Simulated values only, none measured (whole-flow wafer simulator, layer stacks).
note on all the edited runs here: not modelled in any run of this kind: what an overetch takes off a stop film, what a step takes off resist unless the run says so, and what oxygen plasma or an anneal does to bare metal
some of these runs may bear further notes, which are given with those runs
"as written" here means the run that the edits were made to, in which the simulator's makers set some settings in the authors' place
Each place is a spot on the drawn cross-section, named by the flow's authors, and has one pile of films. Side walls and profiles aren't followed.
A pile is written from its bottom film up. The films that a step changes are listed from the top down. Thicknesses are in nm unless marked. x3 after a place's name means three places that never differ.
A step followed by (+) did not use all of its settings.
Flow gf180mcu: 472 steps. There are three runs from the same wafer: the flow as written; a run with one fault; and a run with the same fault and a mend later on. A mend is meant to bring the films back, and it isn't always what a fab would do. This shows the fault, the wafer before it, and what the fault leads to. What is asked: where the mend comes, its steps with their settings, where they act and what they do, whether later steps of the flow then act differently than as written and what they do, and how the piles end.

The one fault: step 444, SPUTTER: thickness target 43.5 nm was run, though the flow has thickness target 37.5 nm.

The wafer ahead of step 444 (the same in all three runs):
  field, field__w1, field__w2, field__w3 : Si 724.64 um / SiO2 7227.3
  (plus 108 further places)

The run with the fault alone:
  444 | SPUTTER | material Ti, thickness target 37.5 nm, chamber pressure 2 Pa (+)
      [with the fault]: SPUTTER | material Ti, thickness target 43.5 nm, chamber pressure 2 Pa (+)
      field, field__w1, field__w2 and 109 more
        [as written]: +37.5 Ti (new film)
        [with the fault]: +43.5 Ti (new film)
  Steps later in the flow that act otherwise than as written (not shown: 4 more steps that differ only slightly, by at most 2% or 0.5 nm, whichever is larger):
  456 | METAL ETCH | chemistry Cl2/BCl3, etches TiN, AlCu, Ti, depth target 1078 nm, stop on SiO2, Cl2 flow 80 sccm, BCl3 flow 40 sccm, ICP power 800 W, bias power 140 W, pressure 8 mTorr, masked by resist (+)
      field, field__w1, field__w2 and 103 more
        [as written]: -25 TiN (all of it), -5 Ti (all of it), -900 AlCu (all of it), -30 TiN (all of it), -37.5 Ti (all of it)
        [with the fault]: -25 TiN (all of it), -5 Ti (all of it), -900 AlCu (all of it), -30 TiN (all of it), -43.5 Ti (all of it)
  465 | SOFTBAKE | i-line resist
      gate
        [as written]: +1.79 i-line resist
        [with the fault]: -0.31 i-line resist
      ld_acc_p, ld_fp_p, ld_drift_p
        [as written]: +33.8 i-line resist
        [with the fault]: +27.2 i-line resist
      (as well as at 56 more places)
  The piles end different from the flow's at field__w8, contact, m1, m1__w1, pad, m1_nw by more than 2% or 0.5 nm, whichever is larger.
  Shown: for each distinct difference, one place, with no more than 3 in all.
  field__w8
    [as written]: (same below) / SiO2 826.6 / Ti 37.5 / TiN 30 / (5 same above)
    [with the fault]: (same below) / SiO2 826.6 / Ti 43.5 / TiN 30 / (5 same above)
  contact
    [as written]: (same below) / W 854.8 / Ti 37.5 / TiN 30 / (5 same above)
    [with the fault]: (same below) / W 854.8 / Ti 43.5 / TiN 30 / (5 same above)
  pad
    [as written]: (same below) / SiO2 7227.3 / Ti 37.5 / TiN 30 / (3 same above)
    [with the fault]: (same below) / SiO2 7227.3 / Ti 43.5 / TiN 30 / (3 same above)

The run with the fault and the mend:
  After step 444 comes the mend.
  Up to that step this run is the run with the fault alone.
  444a | METAL ETCH | chemistry Cl2/BCl3, etches TiN, AlCu, Ti, depth target 6 nm, Cl2 flow 80 sccm, BCl3 flow 40 sccm, ICP power 800 W, bias power 140 W, pressure 8 mTorr (the flow's step 260 again, with other settings)
      field, field__w1, field__w2 and 109 more
        -6 Ti
  Later steps of the flow that are run all act as written at every place that is followed.
  The piles end the same as the flow's at every place that both follow.
